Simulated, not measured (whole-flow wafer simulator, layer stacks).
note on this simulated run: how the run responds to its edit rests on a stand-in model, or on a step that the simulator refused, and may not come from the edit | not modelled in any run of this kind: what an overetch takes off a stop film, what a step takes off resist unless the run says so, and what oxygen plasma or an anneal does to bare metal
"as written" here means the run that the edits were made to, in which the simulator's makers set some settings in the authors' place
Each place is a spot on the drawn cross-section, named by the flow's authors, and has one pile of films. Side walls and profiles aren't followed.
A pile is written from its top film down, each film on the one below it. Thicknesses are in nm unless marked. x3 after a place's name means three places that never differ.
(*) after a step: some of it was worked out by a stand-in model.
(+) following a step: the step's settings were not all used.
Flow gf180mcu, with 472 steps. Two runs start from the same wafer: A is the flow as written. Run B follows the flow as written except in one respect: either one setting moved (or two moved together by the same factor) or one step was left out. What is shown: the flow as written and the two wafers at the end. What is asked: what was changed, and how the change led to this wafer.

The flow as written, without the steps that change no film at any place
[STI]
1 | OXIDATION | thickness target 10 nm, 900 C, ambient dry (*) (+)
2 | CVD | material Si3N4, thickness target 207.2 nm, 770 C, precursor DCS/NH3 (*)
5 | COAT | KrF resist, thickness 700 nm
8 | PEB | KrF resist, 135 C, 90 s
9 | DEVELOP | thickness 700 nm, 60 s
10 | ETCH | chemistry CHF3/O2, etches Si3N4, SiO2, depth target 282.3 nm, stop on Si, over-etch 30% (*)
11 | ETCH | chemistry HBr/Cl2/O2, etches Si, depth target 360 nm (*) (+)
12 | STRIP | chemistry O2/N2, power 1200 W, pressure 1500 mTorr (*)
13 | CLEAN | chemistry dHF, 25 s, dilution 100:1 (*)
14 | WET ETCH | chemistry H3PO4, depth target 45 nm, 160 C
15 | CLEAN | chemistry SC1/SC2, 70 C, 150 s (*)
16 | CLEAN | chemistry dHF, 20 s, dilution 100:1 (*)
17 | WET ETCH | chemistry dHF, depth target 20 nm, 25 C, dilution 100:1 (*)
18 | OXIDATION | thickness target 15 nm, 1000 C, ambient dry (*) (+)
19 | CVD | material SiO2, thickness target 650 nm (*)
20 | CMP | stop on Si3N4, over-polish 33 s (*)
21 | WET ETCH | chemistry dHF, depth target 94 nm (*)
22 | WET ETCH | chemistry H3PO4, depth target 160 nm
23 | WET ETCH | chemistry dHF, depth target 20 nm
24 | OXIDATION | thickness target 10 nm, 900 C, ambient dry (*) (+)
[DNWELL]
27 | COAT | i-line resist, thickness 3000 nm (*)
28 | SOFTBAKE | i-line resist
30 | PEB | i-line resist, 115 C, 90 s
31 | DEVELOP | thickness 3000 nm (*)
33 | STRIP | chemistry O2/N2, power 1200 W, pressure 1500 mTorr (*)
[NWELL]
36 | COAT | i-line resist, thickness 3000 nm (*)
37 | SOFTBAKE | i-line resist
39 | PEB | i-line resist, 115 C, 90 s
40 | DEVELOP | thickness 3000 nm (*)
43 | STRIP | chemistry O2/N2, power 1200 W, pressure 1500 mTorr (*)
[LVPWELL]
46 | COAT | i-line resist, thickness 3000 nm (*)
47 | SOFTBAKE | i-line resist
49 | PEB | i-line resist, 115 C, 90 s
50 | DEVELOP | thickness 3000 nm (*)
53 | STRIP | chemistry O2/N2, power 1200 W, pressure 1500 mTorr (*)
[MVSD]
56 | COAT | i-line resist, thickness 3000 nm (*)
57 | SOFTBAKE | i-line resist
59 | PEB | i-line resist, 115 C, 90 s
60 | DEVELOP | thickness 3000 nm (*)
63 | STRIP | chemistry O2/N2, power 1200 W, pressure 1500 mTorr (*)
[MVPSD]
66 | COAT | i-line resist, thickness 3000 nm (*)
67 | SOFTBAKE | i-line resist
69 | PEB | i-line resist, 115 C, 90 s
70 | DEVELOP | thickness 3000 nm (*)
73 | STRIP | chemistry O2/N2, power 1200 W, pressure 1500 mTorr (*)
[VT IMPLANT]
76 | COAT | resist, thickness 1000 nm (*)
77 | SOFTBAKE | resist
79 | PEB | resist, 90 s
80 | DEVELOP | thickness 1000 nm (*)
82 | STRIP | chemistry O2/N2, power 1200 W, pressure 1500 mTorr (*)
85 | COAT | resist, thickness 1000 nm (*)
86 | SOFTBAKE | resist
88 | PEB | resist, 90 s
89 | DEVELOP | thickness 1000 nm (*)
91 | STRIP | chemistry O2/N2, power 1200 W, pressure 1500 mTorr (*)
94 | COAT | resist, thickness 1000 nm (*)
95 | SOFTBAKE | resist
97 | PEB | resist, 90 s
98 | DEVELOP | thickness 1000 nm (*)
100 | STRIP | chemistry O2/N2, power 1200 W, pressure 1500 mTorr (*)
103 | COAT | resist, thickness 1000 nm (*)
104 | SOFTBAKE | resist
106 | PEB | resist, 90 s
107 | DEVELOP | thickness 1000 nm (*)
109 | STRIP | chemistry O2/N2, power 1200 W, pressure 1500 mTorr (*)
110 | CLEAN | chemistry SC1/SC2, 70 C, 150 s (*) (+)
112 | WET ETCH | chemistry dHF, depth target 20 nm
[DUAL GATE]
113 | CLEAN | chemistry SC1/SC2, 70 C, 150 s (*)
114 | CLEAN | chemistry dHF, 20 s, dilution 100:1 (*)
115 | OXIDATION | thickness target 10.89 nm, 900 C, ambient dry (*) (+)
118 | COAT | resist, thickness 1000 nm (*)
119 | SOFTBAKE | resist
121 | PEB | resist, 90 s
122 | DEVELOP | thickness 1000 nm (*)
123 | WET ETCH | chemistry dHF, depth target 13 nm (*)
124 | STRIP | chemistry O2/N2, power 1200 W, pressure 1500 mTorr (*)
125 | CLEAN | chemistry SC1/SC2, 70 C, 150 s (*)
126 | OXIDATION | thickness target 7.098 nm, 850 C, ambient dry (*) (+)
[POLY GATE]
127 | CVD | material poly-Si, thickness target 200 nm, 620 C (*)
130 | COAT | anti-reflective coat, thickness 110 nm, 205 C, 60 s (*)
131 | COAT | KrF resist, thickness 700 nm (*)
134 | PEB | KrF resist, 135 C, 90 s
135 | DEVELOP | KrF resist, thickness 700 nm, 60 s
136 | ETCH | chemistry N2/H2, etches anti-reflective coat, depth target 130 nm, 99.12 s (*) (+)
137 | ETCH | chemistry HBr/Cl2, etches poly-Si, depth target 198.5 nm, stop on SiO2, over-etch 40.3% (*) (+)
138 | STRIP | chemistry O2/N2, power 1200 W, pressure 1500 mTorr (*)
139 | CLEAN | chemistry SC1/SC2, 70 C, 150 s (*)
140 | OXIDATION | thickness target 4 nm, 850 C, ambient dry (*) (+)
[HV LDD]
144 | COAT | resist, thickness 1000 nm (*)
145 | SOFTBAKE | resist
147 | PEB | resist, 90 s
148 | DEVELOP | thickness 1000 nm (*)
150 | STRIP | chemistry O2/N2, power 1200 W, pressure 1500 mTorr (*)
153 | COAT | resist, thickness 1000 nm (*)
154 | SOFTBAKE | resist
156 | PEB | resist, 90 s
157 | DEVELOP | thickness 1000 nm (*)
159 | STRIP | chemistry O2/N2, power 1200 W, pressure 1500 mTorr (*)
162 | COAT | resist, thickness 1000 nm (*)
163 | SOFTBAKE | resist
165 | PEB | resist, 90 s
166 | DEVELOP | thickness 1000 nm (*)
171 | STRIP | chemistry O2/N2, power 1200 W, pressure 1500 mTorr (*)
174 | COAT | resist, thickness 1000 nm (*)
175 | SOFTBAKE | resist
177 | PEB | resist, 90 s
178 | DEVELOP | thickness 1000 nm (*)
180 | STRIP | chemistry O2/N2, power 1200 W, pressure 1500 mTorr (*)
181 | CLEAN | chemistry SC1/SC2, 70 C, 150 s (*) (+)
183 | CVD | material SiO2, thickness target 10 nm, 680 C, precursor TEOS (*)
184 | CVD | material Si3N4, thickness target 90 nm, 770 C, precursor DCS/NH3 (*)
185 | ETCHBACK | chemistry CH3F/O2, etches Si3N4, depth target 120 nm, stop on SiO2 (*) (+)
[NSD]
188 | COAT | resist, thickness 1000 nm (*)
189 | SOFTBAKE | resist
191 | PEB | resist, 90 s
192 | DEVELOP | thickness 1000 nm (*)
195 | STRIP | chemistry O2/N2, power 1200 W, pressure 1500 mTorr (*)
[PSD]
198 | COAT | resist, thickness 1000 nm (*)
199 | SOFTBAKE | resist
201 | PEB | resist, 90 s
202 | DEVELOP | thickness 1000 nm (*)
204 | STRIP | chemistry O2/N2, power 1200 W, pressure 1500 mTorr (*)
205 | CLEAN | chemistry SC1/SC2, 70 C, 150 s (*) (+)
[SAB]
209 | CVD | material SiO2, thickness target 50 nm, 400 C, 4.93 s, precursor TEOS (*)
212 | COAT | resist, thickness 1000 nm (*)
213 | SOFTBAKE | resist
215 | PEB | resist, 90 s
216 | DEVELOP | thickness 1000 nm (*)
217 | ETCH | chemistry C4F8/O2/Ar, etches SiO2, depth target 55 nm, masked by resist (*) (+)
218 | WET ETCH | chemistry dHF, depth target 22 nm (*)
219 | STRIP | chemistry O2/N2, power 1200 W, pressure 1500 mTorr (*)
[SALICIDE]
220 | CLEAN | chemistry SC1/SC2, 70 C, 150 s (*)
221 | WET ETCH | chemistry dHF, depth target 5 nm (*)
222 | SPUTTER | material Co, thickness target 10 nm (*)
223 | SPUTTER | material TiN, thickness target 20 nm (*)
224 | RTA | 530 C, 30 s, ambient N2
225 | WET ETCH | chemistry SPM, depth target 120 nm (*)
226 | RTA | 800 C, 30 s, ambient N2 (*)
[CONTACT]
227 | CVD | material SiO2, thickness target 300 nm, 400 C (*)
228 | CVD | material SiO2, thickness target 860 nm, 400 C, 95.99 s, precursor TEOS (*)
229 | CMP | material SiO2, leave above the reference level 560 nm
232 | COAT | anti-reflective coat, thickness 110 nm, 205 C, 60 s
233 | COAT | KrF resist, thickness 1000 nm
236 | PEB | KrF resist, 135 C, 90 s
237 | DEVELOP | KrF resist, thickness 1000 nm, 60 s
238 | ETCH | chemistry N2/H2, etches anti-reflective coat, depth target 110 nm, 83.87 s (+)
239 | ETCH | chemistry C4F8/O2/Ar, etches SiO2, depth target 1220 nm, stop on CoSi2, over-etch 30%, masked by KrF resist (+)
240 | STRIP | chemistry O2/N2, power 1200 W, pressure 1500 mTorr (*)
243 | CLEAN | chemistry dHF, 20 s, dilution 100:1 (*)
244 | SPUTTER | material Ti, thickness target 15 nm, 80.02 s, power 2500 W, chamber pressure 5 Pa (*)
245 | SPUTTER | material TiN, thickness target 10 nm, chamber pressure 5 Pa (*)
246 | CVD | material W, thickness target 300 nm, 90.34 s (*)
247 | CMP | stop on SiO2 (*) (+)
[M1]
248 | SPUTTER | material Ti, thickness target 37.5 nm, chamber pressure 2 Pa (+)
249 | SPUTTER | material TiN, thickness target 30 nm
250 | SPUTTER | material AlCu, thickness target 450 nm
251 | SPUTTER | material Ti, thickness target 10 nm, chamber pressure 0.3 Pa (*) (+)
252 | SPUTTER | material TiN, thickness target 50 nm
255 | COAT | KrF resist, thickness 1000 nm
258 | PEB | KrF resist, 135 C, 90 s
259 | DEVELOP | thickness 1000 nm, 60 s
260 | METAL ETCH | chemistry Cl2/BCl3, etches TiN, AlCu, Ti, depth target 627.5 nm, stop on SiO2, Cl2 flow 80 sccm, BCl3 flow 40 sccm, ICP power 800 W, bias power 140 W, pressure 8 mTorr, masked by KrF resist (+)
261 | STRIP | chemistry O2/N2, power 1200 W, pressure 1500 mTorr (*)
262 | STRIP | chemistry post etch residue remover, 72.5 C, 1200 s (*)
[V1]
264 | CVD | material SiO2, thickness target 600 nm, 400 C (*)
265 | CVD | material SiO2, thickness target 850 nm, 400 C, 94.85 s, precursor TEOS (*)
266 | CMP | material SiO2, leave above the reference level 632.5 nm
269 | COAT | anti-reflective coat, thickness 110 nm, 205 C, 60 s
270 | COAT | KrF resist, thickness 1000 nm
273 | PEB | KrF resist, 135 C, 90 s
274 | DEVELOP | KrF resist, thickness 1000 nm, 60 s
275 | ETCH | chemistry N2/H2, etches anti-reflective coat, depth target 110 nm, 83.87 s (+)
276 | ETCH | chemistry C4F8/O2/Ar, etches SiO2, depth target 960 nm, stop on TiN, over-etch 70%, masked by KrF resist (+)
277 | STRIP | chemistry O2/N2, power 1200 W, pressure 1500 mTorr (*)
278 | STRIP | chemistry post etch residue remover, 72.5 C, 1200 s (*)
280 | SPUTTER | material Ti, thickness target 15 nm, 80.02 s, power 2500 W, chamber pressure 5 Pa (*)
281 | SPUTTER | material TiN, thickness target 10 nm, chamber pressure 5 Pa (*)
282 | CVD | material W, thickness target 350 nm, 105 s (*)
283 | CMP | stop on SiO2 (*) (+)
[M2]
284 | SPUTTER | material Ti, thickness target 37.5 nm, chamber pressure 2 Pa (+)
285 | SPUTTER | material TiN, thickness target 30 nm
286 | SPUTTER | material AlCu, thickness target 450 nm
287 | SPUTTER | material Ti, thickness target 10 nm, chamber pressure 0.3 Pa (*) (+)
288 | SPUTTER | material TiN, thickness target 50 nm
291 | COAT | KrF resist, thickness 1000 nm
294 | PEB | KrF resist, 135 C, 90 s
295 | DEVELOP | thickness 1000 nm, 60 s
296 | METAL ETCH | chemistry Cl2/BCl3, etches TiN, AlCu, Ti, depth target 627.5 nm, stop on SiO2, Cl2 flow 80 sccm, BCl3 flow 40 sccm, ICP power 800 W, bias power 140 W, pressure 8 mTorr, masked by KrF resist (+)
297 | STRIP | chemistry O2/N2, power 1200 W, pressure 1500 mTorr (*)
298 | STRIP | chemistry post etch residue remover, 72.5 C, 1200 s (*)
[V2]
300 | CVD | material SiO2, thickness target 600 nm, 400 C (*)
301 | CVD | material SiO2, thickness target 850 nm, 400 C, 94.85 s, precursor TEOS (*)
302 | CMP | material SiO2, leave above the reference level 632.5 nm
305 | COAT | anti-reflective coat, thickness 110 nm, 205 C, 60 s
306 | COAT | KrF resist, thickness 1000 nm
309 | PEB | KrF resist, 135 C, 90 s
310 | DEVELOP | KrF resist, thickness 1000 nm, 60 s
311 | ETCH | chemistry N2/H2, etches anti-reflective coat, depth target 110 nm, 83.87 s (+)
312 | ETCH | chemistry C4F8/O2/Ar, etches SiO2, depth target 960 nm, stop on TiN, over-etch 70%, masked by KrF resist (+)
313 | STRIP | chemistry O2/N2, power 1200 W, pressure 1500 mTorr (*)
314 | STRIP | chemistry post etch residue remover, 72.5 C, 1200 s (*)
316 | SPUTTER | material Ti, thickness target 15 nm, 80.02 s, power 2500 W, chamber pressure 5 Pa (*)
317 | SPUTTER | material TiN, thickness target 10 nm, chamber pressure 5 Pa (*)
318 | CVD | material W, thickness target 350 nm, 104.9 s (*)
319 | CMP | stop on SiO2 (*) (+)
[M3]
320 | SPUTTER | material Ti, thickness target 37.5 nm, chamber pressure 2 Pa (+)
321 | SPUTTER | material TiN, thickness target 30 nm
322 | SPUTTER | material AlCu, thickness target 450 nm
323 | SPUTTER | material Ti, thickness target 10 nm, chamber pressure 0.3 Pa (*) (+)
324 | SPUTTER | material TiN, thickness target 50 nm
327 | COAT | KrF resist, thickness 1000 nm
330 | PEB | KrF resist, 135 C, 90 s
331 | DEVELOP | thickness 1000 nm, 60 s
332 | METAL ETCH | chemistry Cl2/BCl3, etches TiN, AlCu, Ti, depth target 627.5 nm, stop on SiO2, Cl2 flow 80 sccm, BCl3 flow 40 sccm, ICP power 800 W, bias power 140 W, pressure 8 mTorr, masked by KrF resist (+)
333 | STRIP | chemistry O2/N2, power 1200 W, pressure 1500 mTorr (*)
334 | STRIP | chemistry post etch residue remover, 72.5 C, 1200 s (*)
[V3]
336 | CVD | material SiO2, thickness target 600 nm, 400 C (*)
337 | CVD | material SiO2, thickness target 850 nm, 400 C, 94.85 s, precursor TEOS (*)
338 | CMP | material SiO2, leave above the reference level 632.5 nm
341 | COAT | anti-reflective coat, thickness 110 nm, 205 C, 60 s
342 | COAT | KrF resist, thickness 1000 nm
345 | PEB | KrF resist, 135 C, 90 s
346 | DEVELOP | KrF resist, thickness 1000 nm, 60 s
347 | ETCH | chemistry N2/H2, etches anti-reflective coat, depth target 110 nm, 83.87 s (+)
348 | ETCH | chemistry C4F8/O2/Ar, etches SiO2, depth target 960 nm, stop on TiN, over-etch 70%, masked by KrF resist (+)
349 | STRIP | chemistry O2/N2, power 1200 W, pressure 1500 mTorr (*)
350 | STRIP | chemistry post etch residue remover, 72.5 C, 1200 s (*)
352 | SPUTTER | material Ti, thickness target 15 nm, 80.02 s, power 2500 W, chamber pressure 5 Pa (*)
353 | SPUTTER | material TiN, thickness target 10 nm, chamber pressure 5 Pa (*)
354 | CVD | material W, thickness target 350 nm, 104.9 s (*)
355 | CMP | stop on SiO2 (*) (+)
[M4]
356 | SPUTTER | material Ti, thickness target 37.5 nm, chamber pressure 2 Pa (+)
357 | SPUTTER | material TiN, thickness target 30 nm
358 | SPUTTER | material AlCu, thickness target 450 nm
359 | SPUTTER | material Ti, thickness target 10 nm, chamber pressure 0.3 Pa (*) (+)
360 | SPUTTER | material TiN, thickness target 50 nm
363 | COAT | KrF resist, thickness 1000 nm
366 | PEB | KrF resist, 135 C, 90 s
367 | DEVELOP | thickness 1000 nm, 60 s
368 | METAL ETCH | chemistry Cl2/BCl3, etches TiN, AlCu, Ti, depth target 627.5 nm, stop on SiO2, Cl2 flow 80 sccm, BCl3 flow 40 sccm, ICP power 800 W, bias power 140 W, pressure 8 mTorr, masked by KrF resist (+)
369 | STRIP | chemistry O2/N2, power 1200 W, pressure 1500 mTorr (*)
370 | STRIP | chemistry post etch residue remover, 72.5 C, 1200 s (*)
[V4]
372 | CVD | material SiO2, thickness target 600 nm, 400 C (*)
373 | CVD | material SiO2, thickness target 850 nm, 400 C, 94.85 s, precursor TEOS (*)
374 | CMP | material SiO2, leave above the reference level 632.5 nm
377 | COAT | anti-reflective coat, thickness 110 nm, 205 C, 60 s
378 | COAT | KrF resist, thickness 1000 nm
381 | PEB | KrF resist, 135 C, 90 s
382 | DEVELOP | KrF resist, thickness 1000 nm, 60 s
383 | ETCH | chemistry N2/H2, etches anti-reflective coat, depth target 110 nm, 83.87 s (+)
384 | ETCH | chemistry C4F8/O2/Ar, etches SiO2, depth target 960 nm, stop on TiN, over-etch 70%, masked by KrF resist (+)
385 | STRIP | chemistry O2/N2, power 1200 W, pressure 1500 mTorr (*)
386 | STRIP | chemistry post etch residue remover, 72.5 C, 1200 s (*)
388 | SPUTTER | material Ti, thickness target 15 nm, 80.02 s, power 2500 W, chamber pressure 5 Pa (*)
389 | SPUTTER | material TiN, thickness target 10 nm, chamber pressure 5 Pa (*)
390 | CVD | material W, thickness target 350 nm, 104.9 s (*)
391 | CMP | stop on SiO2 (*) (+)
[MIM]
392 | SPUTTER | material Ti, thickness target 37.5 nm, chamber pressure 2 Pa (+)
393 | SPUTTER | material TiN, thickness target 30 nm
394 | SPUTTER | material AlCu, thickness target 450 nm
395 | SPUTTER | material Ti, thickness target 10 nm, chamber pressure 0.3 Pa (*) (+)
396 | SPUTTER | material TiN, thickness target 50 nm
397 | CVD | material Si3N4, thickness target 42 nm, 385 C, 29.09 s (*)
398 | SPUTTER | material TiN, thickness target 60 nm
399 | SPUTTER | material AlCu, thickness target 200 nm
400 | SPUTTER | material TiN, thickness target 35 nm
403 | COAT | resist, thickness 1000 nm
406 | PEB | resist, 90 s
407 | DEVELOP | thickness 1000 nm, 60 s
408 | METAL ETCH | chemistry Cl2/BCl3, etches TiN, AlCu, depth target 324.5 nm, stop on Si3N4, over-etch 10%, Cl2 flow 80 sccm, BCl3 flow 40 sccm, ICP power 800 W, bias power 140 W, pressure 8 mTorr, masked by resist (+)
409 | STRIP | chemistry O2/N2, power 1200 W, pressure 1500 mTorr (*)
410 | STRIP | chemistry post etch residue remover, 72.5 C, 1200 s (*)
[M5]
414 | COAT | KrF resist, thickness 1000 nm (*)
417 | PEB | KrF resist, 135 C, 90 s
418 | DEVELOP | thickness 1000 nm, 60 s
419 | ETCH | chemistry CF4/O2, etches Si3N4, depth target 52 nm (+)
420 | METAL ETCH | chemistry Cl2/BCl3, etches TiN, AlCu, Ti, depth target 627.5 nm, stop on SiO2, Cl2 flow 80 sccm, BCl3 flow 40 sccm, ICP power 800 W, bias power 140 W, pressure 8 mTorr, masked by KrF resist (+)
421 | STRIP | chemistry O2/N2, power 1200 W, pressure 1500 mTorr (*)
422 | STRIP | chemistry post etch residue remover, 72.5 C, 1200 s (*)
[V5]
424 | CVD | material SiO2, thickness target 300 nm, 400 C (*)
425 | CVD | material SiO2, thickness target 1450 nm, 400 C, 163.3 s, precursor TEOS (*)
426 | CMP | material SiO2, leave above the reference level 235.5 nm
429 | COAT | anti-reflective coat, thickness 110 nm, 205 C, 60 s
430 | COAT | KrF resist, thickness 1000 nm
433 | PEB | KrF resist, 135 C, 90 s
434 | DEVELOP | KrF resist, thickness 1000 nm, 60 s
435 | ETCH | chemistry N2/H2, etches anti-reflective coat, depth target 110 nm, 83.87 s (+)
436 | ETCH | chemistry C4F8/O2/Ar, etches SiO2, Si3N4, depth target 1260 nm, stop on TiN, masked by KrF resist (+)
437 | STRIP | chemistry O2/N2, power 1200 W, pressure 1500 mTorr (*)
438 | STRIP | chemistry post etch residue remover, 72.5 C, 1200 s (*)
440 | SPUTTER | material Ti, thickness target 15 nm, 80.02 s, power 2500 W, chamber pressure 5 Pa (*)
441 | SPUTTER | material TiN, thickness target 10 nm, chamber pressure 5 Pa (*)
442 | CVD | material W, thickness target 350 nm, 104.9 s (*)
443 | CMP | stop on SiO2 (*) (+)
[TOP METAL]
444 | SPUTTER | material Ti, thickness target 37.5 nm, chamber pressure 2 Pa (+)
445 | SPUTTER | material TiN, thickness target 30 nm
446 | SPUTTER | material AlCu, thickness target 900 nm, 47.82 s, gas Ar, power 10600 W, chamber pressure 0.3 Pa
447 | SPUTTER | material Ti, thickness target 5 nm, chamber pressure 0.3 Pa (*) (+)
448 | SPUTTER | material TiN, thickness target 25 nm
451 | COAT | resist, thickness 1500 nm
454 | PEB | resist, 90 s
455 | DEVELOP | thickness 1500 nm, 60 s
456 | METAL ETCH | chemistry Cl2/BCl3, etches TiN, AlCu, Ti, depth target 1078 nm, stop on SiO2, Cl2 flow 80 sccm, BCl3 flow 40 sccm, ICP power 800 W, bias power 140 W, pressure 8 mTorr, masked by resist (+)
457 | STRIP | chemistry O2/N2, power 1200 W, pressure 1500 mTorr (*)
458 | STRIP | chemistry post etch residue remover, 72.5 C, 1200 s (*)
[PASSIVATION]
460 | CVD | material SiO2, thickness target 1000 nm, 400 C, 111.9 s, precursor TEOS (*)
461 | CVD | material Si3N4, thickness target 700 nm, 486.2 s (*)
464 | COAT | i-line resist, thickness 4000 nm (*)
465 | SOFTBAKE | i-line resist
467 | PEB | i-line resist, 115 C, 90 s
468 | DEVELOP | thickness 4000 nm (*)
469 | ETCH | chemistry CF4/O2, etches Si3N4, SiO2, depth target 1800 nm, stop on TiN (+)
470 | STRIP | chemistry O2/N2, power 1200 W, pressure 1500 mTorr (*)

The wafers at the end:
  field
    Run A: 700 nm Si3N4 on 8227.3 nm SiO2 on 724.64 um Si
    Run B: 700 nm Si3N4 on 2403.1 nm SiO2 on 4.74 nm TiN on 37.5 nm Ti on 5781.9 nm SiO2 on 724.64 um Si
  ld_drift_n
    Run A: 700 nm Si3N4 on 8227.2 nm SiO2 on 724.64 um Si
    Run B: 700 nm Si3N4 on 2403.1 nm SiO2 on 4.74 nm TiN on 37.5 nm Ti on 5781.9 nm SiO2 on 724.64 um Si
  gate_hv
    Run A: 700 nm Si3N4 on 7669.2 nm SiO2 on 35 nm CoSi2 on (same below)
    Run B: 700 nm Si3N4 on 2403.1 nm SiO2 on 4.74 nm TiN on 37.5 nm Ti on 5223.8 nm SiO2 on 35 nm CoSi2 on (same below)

What caused this: step 420, METAL ETCH: depth target 533.4 nm was run, though the flow has depth target 627.5 nm.

Step by step, how the change led to this:
  420 | METAL ETCH | chemistry Cl2/BCl3, etches TiN, AlCu, Ti, depth target 627.5 nm, stop on SiO2, Cl2 flow 80 sccm, BCl3 flow 40 sccm, ICP power 800 W, bias power 140 W, pressure 8 mTorr, masked by KrF resist (+)
      field, field__w1, field__w2 and 101 more: A TiN loses 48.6 (all of it), Ti loses 10 (all of it), AlCu loses 450 (all of it), TiN loses 30 (all of it), Ti loses 37.5 (all of it) | B TiN loses 48.6 (all of it), Ti loses 10 (all of it), AlCu loses 450 (all of it), TiN loses 24.8
      field__w4, field__w8, contact, m1, m1__w1, mim, mim_1p0, m1_nw: A KrF resist loses 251 | B KrF resist loses 213.4
  421 | STRIP | chemistry O2/N2, power 1200 W, pressure 1500 mTorr (*)
      field__w8, m1__w1: A KrF resist loses 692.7 (all of it) | B KrF resist loses 730.4 (all of it)
      contact, m1: A KrF resist loses 693.2 (all of it) | B KrF resist loses 730.8 (all of it)
      (and at 4 other places as well)
  424 | CVD | material SiO2, thickness target 300 nm, 400 C (*)
      field, field__w1, field__w2 and 101 more: A SiO2 gains 300 | B SiO2 gains 300 (new film)
  426 | CMP | material SiO2, leave above the reference level 235.5 nm
      field, field__w1, field__w5 and 92 more: A SiO2 loses 300.8 | B SiO2 loses 343.1
      field__w2, field__w3, field__w12 and 6 more: A SiO2 loses 272.7 | B SiO2 loses 316.8
With metal films that touch counted as one body, field has 1 body; the flow as written gives 0 bodies.
With metal films that touch counted as one body, ld_drift_n has 1 body; the flow as written gives 0 bodies.
With metal films that touch counted as one body, gate_hv has 2 bodies (between them, from the top down: SiO2 5223.8); the flow as written gives 1 body.
